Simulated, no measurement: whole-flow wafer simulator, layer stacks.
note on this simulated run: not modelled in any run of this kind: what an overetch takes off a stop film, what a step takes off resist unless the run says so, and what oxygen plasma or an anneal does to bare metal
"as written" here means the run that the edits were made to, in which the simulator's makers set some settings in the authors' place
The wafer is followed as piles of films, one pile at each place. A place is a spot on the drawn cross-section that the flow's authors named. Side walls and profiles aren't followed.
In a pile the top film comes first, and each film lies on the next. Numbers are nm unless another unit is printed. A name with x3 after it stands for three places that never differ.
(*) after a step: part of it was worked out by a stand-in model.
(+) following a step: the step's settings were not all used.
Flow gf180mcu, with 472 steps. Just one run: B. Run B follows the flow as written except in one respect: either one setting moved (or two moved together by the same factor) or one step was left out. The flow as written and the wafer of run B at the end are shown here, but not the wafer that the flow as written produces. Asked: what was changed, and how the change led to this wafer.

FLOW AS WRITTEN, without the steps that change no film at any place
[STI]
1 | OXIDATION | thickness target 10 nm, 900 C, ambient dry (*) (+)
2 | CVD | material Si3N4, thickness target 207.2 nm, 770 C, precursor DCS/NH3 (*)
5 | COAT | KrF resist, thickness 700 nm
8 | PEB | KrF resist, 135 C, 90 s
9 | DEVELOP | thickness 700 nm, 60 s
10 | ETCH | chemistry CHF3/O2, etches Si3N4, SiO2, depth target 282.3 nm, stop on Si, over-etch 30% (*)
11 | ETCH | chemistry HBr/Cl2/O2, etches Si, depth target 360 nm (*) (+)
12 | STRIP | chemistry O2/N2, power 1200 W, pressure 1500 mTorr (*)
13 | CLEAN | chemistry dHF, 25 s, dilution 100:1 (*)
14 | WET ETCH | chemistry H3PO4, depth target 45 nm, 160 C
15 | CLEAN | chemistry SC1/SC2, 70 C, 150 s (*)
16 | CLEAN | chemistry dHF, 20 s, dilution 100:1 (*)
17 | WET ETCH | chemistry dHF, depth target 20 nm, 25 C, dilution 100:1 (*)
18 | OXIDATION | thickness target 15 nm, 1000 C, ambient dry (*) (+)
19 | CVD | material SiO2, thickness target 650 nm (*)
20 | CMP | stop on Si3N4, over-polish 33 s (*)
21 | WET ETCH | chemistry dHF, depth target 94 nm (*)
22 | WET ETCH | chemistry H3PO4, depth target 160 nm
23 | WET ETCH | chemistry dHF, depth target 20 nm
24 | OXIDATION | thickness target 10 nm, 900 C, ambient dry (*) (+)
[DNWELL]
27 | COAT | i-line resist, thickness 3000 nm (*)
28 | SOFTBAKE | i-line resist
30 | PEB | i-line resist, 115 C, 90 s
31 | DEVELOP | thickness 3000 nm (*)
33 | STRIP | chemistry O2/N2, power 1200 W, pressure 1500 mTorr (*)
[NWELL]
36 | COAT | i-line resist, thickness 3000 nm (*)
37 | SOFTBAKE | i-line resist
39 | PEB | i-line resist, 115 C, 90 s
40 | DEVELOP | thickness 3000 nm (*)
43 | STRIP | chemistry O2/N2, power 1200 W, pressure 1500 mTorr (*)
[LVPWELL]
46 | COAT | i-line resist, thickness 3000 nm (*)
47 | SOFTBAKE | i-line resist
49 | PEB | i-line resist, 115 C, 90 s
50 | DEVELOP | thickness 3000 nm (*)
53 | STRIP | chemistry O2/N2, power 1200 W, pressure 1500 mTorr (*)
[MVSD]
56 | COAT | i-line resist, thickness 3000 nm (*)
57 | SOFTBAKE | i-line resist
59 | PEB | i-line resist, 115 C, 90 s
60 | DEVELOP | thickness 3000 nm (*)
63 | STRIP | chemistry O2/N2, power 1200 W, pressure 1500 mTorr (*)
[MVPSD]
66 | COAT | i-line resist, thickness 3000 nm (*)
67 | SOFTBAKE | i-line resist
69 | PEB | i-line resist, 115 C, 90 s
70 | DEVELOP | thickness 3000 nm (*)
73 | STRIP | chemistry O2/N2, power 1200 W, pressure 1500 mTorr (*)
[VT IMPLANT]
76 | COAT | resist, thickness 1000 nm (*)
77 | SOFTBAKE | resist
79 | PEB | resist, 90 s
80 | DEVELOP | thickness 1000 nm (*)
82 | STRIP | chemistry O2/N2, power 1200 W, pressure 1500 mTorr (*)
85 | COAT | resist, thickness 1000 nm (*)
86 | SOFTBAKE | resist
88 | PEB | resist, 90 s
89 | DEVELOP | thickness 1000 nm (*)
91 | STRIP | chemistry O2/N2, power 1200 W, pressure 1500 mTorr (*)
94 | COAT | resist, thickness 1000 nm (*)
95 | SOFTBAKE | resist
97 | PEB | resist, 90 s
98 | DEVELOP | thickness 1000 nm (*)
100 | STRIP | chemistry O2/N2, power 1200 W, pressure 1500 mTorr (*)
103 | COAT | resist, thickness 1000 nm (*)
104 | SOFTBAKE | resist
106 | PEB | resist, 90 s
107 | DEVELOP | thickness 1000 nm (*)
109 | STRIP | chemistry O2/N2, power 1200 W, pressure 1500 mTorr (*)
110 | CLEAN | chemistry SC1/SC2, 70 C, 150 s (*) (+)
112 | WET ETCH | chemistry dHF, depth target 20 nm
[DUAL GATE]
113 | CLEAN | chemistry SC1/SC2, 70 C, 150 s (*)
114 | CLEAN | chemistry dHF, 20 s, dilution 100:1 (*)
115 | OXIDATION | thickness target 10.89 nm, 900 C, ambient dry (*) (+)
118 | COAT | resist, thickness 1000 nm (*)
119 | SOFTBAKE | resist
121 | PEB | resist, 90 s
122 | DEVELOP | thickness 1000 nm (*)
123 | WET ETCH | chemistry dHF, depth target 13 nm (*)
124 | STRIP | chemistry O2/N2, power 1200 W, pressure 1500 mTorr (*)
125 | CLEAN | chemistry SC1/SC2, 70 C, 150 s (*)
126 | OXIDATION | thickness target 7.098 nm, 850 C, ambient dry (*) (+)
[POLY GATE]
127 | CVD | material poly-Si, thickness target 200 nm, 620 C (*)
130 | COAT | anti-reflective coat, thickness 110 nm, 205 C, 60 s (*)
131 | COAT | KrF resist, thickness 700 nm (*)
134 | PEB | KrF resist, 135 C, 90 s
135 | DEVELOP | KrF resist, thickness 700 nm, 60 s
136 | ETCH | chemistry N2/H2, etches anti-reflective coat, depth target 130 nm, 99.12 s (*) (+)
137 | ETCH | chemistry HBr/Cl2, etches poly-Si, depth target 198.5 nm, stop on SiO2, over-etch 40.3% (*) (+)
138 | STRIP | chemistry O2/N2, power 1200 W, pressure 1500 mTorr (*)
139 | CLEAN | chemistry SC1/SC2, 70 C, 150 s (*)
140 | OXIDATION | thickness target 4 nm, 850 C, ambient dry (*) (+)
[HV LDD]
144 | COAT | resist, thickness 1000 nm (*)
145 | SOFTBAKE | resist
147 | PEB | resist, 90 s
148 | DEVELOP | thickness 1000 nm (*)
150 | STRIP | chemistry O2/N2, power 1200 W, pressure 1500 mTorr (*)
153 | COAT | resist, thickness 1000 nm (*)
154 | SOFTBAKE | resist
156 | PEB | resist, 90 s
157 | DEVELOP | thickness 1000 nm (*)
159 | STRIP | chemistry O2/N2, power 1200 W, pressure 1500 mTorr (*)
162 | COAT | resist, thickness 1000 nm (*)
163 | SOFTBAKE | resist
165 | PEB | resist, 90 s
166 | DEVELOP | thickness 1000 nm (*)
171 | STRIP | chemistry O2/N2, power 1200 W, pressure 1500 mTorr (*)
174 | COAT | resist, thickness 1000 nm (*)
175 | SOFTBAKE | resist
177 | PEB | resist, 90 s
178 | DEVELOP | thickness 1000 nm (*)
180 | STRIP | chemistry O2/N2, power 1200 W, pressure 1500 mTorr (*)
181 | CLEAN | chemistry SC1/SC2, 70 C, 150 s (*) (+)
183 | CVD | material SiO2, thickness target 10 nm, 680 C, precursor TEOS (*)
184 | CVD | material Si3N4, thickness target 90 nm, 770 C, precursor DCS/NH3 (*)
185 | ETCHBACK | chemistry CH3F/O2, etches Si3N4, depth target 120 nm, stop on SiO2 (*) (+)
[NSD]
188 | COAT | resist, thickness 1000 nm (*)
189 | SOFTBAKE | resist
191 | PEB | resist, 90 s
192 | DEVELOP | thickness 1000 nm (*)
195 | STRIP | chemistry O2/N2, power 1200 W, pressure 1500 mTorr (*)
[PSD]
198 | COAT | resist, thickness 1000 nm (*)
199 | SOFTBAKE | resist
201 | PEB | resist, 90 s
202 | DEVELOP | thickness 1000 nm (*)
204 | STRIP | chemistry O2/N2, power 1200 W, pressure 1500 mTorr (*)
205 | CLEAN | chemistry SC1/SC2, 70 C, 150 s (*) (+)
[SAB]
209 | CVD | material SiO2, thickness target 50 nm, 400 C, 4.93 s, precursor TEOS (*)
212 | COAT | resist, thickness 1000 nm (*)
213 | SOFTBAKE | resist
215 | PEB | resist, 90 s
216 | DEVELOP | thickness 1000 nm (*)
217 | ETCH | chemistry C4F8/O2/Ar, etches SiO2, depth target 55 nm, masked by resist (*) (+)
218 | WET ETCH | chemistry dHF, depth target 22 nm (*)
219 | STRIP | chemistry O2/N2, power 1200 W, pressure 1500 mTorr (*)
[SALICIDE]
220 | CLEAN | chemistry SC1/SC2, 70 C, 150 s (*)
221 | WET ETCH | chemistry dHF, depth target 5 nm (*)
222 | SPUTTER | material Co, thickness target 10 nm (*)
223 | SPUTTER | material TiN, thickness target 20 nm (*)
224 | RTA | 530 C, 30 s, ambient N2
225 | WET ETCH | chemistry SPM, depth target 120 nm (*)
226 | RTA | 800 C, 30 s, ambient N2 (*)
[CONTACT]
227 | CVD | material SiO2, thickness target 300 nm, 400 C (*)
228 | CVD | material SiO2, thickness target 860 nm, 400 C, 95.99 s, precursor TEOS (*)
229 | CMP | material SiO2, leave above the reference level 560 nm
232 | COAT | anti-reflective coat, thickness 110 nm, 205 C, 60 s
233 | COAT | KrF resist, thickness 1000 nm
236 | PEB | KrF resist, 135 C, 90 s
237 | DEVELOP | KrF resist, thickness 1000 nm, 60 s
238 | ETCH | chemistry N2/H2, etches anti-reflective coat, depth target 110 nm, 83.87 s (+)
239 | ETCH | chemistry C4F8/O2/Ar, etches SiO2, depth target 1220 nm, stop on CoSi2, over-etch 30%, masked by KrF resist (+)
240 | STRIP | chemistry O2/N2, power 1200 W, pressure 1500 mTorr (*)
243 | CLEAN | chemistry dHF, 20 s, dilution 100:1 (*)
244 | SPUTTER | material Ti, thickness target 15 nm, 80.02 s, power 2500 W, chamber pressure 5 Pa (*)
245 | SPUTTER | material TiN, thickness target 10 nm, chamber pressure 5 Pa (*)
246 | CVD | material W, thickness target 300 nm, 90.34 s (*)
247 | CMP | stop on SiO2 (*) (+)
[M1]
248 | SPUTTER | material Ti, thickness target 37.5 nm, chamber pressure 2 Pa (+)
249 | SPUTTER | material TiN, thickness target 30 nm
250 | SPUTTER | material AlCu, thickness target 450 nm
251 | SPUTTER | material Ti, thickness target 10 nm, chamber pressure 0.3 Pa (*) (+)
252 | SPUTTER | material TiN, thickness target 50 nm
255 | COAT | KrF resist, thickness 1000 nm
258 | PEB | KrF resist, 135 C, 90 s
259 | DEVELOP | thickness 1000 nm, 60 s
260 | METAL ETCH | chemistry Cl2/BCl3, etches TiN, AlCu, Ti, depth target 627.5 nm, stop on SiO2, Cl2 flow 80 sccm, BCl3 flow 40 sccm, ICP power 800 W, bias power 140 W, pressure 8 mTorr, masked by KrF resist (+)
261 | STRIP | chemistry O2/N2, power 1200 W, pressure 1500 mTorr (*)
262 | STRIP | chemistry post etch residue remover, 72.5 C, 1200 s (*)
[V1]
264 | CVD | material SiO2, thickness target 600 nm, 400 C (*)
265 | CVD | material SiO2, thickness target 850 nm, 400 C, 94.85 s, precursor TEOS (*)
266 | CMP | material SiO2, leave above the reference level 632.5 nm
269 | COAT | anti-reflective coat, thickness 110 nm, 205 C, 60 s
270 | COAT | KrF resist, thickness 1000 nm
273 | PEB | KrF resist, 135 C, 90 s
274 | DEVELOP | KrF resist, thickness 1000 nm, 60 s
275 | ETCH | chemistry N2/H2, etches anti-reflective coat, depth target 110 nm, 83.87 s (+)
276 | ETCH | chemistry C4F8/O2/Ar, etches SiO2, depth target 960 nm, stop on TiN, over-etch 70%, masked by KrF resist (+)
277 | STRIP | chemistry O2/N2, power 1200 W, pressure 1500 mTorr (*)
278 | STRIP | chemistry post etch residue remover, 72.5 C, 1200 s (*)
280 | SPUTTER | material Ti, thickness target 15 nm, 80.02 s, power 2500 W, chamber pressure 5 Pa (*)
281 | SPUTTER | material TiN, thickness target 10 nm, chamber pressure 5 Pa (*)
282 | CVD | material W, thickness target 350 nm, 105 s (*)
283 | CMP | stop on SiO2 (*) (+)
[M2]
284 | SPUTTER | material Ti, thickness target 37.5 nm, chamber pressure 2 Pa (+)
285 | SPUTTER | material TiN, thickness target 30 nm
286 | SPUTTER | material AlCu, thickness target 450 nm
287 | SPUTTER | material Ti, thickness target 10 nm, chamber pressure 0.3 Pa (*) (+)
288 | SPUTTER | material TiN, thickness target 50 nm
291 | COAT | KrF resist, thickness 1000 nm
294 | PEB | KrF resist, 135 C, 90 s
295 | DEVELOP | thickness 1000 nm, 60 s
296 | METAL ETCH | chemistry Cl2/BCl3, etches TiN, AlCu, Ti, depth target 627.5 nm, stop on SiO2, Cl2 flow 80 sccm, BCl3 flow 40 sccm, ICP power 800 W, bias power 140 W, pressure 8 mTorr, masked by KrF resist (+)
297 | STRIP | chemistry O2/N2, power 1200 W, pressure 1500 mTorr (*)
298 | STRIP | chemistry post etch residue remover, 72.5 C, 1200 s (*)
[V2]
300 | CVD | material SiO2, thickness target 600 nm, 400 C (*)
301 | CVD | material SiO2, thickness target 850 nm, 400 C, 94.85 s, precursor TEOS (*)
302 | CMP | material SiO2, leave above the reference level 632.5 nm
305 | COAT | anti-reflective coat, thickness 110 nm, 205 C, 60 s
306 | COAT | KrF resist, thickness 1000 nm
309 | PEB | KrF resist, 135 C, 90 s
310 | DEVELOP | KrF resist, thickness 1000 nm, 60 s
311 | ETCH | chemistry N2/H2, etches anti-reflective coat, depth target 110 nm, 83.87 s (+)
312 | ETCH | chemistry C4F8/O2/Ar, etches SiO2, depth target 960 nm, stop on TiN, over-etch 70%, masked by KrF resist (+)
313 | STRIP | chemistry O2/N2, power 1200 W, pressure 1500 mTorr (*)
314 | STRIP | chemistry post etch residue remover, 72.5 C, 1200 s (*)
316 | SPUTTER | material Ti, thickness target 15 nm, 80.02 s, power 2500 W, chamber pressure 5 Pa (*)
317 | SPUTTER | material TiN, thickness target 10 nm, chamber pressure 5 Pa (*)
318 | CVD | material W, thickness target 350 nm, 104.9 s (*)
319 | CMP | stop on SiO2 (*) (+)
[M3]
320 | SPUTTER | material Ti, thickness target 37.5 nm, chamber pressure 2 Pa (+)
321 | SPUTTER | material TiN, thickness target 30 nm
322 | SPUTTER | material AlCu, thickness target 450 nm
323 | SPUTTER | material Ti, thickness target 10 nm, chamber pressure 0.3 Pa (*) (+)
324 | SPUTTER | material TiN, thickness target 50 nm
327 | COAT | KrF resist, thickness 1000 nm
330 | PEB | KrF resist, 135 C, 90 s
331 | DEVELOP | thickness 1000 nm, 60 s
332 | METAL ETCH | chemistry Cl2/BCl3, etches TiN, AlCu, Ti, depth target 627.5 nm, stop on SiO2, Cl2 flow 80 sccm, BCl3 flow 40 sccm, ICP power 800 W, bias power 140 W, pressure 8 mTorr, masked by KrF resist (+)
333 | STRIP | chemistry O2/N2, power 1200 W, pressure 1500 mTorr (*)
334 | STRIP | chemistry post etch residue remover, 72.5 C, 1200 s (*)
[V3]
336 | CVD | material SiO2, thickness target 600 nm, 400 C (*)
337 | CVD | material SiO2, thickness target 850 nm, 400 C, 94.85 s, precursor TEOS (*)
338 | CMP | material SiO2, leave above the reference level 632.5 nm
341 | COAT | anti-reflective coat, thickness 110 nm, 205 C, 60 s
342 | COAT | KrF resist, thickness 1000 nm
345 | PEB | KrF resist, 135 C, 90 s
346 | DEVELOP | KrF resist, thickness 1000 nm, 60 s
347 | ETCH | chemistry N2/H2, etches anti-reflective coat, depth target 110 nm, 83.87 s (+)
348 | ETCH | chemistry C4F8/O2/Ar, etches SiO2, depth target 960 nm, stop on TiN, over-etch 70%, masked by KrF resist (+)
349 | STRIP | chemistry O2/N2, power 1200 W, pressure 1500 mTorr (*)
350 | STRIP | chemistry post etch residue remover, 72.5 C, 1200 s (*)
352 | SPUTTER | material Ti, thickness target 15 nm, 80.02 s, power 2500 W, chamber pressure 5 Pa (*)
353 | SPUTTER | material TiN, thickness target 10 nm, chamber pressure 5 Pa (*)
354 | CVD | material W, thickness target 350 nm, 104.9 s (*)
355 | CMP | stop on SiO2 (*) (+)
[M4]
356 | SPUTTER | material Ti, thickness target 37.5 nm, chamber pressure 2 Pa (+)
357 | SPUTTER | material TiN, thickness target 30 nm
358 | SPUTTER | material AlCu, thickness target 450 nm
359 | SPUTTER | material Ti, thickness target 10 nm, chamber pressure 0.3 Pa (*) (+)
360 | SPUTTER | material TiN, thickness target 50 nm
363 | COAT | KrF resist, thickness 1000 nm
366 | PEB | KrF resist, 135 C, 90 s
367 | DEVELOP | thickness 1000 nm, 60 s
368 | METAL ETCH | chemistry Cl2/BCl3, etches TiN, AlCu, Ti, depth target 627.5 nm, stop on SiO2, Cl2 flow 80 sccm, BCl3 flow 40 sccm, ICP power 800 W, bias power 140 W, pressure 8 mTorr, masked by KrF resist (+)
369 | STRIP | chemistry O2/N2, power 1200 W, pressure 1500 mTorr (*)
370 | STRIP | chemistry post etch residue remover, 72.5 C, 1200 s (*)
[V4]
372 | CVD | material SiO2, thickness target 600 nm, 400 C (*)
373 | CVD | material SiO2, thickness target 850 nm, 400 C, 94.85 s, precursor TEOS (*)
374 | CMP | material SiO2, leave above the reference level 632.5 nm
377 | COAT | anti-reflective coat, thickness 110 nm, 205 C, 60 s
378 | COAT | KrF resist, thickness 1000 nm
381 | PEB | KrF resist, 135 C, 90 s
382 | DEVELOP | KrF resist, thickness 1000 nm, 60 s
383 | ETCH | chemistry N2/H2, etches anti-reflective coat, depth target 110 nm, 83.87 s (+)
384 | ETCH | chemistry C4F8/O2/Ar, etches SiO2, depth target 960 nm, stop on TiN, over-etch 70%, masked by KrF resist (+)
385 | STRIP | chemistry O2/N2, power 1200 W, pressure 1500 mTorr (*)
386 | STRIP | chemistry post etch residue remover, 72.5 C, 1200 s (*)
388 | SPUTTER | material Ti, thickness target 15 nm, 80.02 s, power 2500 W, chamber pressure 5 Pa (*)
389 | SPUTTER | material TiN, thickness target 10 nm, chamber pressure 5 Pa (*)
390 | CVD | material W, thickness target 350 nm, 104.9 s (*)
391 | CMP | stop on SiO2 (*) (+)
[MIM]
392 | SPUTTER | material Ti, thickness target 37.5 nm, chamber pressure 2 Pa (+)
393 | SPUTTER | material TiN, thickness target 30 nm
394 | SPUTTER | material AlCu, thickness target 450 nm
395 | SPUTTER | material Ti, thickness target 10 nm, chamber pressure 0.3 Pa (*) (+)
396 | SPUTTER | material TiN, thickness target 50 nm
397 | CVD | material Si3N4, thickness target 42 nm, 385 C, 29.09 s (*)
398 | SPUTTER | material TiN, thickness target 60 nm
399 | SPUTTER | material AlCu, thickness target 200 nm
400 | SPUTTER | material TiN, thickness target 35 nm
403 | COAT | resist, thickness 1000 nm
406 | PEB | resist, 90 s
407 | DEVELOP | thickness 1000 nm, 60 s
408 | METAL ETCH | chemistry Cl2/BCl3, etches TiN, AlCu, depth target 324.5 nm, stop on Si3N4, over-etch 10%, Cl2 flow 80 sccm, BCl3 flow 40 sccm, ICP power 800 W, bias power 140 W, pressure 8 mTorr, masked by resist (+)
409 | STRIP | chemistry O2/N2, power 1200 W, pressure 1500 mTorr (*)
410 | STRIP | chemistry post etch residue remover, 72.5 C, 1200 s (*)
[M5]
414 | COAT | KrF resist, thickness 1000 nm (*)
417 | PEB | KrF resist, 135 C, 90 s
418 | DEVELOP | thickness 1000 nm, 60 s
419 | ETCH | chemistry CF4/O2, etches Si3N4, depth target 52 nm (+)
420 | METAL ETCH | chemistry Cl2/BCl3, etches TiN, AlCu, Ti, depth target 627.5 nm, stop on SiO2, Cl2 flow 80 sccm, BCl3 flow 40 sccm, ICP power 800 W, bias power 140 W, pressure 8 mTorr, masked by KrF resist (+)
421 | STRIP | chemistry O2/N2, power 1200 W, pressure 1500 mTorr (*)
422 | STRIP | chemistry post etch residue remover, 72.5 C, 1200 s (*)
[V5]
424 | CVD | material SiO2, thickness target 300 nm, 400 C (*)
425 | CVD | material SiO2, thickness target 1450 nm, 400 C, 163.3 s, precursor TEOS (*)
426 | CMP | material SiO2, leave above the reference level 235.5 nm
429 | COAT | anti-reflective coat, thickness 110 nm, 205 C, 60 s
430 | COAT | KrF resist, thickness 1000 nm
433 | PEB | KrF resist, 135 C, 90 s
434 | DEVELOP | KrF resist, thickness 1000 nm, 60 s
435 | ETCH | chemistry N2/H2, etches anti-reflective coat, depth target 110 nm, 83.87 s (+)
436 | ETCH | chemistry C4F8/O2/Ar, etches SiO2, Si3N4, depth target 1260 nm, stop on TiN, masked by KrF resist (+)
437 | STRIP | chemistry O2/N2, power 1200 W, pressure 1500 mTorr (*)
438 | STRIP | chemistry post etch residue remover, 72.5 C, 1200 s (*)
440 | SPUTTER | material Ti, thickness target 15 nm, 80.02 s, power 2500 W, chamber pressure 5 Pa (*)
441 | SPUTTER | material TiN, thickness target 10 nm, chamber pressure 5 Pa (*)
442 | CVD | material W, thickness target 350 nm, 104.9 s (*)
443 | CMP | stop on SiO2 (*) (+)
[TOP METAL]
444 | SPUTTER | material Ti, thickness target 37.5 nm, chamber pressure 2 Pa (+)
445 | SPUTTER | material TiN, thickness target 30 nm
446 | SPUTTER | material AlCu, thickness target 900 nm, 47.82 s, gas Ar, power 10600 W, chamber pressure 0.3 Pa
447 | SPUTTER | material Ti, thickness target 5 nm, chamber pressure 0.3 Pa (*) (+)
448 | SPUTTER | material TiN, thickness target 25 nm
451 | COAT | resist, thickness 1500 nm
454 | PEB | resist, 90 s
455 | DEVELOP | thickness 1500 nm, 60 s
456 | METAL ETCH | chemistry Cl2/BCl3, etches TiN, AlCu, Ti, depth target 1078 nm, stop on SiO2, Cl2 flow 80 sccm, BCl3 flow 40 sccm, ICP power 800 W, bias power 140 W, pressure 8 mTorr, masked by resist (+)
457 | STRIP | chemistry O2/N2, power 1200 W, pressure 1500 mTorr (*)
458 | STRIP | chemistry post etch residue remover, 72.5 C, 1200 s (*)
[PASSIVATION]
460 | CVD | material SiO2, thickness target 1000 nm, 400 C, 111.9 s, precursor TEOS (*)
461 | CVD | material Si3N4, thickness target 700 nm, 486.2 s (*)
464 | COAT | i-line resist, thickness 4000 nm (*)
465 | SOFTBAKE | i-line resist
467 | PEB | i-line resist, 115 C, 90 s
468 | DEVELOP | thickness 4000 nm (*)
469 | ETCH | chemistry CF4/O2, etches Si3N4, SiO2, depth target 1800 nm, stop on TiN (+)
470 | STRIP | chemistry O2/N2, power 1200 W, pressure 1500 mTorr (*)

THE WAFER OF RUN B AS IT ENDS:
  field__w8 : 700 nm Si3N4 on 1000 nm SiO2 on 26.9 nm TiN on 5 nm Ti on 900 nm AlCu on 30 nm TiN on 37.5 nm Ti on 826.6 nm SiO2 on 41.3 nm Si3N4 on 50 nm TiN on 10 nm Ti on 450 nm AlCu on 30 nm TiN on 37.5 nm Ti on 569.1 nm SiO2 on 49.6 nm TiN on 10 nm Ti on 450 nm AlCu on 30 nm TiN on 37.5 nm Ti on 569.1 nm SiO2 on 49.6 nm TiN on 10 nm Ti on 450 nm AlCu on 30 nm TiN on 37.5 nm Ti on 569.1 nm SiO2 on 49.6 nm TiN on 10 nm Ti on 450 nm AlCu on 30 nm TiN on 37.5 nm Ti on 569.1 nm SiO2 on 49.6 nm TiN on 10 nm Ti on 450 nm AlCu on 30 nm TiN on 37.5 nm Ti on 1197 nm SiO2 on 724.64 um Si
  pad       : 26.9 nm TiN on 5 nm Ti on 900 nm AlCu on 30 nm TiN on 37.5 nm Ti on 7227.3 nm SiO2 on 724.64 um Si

The reason: step 448, SPUTTER: thickness target 27.31 nm was run, while the flow as written has thickness target 25 nm.

Step by step, how the change led to this:
  448 | SPUTTER | material TiN, thickness target 25 nm
      field, field__w1, field__w2 and 109 more: +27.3 TiN (new film) (in the flow as written it would be: +25 TiN (new film))
  456 | METAL ETCH | chemistry Cl2/BCl3, etches TiN, AlCu, Ti, depth target 1078 nm, stop on SiO2, Cl2 flow 80 sccm, BCl3 flow 40 sccm, ICP power 800 W, bias power 140 W, pressure 8 mTorr, masked by resist (+)
      field, field__w1, field__w2 and 103 more: -27.3 TiN (all of it), -5 Ti (all of it), -900 AlCu (all of it), -30 TiN (all of it), -37.5 Ti (all of it) (in the flow as written it would be: -25 TiN (all of it), -5 Ti (all of it), -900 AlCu (all of it), -30 TiN (all of it), -37.5 Ti (all of it))
